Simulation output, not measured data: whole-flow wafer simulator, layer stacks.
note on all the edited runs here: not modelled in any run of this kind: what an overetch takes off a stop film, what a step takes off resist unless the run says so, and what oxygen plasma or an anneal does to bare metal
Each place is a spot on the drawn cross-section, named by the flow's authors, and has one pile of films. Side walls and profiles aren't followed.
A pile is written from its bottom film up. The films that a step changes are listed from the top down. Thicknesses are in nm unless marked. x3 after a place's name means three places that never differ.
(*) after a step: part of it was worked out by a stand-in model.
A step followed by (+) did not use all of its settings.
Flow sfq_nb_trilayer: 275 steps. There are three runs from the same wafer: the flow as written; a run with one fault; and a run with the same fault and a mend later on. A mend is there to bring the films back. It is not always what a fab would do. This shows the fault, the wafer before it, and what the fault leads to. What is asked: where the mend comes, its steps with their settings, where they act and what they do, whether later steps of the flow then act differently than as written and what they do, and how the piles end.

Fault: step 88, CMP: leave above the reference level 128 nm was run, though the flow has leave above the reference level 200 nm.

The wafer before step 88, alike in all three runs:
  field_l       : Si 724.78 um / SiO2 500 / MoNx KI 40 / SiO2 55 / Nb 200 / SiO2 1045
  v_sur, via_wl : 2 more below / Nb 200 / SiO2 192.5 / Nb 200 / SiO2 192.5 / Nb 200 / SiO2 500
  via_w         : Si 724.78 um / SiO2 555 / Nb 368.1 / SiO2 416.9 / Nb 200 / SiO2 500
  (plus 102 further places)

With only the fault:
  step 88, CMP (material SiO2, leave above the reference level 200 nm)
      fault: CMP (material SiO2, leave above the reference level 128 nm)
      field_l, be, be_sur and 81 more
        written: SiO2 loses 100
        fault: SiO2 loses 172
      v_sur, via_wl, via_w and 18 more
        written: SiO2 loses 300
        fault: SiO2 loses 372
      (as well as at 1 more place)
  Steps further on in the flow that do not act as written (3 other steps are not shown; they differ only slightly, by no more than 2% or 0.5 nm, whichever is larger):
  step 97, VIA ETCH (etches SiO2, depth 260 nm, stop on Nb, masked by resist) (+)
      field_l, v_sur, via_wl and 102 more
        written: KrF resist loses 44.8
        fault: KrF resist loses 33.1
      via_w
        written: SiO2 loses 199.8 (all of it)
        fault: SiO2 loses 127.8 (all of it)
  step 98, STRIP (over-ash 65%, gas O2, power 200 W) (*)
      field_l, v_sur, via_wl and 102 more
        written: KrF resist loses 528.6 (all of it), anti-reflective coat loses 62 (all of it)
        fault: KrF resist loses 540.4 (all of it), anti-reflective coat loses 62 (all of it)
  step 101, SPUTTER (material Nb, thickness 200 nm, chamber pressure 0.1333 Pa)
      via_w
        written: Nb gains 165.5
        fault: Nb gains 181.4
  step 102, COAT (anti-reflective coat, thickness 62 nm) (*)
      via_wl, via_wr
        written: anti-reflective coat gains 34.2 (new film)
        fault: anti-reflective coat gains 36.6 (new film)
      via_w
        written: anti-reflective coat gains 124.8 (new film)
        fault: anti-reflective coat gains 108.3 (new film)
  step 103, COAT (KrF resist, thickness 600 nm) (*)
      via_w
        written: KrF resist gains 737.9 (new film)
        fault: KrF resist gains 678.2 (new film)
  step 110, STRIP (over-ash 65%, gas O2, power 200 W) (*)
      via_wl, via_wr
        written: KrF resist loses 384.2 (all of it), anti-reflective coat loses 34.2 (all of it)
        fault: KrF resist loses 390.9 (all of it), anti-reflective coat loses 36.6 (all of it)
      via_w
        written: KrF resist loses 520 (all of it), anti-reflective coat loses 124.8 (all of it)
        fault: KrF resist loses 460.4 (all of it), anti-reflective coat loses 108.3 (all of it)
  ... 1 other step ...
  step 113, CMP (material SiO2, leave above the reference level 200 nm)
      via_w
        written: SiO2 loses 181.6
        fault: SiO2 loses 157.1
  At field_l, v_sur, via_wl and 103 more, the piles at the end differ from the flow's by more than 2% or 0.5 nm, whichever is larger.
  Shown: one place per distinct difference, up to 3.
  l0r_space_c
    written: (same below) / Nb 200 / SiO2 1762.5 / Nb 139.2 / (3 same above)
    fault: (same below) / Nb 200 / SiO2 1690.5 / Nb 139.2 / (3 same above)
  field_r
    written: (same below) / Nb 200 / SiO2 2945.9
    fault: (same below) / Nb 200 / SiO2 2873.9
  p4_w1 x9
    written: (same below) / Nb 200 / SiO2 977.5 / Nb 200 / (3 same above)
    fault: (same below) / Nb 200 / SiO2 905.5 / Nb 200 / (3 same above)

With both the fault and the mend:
  The mend follows step 89.
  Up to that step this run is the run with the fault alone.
  step 89a, PECVD (material SiO2, thickness 72 nm, 150 C, 16 s, RF power 183.3 W, pressure 2.4 Torr, precursor SiH4/N2O) (the flow's step 87, run once more with other settings)
      field_l, v_sur, via_wl and 103 more
        SiO2 gains 72
  None of the later steps of the flow acts differently than as written at any place that is followed.
  At every place that both follow, the piles at the end match the flow's.
